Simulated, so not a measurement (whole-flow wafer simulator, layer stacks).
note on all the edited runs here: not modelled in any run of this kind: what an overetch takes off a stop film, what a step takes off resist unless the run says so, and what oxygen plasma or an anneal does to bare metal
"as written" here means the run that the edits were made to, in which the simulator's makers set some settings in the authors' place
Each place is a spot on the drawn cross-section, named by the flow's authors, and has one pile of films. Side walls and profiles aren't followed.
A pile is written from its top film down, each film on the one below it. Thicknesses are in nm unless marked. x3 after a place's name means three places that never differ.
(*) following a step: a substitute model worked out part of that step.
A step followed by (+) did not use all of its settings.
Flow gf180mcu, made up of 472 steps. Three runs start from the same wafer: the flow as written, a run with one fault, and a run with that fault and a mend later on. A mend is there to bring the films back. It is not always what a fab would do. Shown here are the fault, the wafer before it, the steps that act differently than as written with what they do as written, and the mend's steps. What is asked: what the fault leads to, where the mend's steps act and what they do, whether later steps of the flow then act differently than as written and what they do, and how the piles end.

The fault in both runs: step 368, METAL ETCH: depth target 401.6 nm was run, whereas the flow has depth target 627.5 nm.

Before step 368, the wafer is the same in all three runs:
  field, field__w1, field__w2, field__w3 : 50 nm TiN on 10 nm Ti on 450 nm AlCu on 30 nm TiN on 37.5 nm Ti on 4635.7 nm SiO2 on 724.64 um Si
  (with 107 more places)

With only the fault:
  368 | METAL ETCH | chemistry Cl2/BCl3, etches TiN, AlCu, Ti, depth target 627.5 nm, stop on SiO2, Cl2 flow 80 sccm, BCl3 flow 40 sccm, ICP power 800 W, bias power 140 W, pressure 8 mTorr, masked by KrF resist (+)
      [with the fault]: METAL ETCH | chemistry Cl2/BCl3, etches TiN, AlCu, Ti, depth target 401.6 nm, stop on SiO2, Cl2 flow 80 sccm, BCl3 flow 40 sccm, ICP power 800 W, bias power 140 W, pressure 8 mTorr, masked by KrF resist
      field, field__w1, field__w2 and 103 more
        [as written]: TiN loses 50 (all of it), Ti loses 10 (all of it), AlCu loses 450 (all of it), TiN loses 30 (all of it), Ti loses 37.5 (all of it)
        [with the fault]: TiN loses 50 (all of it), Ti loses 10 (all of it), AlCu loses 341.6
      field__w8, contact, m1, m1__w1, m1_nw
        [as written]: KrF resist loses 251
        [with the fault]: KrF resist loses 160.6
  Steps further on in the flow that do not act as written:
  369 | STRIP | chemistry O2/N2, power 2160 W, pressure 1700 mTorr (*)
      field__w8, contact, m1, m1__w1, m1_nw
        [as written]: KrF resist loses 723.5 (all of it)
        [with the fault]: KrF resist loses 813.9 (all of it)
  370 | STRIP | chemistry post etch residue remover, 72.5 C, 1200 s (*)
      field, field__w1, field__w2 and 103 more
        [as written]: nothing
        [with the fault]: AlCu loses 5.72
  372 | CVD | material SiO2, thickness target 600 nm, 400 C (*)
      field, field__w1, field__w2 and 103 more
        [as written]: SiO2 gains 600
        [with the fault]: SiO2 gains 600 (new film)
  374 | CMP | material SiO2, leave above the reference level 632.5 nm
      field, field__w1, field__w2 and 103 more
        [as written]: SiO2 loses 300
        [with the fault]: SiO2 loses 470.2
  By the end, the piles at field, field__w1, field__w2 and 104 more depart from the flow's by more than 2% or 0.5 nm, whichever is larger.
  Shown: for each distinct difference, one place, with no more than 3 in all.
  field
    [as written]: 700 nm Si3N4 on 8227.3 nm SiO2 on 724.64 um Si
    [with the fault]: 700 nm Si3N4 on 3421.4 nm SiO2 on 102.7 nm AlCu on 30 nm TiN on 37.5 nm Ti on 4635.7 nm SiO2 on 724.64 um Si
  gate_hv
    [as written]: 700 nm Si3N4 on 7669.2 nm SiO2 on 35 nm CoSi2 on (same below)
    [with the fault]: 700 nm Si3N4 on 3421.4 nm SiO2 on 102.7 nm AlCu on 30 nm TiN on 37.5 nm Ti on 4077.6 nm SiO2 on 35 nm CoSi2 on (same below)
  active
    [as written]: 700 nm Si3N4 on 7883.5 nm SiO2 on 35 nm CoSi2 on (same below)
    [with the fault]: 700 nm Si3N4 on 3421.4 nm SiO2 on 102.7 nm AlCu on 30 nm TiN on 37.5 nm Ti on 4291.9 nm SiO2 on 35 nm CoSi2 on (same below)

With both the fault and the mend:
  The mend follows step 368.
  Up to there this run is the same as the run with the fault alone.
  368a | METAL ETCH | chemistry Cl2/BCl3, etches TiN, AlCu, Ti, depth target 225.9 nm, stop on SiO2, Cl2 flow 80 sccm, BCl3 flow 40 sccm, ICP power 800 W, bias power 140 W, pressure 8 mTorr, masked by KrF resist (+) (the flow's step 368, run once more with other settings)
      field, field__w1, field__w2 and 103 more
        AlCu loses 108.4 (all of it), TiN loses 30 (all of it), Ti loses 37.5 (all of it)
      field__w8, contact, m1, m1__w1, m1_nw
        KrF resist loses 90.4
  None of the later steps of the flow acts differently than as written at any place that is followed.
  The piles end the same as the flow's at every place that both follow.
